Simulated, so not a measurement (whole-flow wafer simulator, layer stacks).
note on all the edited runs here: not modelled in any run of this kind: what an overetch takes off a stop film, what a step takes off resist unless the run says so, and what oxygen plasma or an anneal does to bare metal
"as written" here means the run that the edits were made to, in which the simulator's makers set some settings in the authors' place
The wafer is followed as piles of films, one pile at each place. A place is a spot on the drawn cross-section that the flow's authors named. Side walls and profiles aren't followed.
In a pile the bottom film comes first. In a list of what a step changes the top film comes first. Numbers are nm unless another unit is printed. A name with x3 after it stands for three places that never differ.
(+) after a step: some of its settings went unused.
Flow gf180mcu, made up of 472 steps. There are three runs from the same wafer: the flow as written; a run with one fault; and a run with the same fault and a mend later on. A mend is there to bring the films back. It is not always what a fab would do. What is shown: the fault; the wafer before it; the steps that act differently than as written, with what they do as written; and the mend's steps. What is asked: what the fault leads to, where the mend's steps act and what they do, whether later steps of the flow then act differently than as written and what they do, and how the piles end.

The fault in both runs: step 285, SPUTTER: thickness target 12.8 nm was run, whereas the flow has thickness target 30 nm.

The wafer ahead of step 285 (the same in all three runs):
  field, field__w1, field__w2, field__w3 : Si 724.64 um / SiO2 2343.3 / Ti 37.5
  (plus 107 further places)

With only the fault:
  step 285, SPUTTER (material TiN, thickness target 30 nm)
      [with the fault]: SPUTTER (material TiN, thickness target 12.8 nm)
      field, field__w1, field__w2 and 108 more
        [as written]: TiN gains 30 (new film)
        [with the fault]: TiN gains 12.8 (new film)
  Steps later in the flow that act otherwise than as written:
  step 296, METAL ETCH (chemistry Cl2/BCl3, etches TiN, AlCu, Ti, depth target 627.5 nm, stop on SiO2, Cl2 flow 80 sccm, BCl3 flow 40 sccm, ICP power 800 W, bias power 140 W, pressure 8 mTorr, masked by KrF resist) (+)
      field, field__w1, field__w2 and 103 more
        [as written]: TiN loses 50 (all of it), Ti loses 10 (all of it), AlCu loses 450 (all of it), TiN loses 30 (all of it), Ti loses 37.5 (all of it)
        [with the fault]: TiN loses 50 (all of it), Ti loses 10 (all of it), AlCu loses 450 (all of it), TiN loses 12.8 (all of it), Ti loses 37.5 (all of it)
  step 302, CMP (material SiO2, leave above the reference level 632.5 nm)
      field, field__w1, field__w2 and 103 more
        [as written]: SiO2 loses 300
        [with the fault]: SiO2 loses 317.2
  At field__w8, contact, m1, m1__w1, m1_nw, the piles at the end differ from the flow's by more than 2% or 0.5 nm, whichever is larger.
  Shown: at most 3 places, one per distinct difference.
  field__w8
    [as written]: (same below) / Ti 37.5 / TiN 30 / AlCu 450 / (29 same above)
    [with the fault]: (same below) / Ti 37.5 / TiN 12.8 / AlCu 450 / (29 same above)
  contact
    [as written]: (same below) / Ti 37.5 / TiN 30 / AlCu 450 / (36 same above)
    [with the fault]: (same below) / Ti 37.5 / TiN 12.8 / AlCu 450 / (36 same above)

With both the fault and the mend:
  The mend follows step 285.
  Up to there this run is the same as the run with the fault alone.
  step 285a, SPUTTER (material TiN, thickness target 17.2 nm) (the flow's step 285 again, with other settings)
      field, field__w1, field__w2 and 108 more
        TiN gains 17.2
  Later steps of the flow that are run all act as written at every place that is followed.
  The piles end the same as the flow's at every place that both follow.
